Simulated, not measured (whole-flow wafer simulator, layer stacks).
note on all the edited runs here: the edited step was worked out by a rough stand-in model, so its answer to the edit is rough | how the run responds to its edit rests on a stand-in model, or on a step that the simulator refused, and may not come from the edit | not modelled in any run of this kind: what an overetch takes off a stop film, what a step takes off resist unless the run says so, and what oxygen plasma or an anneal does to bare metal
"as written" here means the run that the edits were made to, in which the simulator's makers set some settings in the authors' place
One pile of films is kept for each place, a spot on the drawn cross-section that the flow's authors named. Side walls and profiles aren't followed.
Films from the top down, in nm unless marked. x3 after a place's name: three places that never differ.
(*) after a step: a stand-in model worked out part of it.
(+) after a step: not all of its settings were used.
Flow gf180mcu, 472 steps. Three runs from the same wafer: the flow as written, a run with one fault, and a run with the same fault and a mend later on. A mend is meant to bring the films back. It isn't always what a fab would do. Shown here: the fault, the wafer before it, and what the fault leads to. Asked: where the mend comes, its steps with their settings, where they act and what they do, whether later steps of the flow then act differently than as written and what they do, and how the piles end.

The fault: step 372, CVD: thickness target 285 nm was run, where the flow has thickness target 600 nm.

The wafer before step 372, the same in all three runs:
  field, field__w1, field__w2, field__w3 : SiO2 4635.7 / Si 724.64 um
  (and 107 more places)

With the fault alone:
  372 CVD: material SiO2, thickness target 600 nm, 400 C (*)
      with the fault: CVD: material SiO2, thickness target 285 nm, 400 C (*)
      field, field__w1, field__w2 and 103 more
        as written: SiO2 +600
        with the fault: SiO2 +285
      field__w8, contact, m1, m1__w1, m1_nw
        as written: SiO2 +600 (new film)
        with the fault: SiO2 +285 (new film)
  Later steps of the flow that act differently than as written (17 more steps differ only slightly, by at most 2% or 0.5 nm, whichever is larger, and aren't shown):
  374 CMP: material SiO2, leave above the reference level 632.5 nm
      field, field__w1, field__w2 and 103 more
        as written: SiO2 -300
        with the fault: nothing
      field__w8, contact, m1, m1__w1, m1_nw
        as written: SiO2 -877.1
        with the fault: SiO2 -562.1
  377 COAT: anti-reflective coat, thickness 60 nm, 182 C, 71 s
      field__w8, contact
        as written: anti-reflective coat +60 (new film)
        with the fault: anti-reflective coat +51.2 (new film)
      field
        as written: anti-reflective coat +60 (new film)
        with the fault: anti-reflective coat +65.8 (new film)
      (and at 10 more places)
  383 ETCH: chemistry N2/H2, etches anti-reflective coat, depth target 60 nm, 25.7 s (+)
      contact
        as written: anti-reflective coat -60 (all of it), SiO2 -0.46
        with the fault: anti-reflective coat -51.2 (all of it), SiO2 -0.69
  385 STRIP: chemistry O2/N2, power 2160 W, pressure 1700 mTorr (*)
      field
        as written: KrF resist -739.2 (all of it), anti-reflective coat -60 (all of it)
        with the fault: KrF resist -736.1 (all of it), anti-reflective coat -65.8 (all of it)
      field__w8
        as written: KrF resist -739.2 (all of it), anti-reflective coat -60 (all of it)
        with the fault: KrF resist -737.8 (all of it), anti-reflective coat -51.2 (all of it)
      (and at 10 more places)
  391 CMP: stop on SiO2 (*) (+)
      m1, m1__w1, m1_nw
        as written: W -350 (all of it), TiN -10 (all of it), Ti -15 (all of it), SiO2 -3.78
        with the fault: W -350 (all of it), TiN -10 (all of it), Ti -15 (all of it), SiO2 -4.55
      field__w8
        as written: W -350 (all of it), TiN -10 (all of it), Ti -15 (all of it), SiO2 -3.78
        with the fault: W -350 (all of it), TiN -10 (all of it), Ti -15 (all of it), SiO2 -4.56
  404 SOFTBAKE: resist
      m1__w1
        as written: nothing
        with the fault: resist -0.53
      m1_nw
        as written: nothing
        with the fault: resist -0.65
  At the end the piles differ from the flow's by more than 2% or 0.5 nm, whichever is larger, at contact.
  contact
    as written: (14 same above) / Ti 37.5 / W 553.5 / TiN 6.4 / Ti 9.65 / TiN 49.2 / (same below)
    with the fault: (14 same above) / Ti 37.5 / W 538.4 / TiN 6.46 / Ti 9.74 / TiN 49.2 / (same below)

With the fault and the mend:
  The mend comes after step 372.
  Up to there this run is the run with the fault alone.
  372a CVD: material SiO2, thickness target 315 nm, 400 C (*) (the flow's step 372 once more, with other settings)
      field, field__w1, field__w2 and 108 more
        SiO2 +315
  No later step of the flow acts differently than as written at any place that is followed.
  At the end the piles are the same as the flow's at every place that both follow.
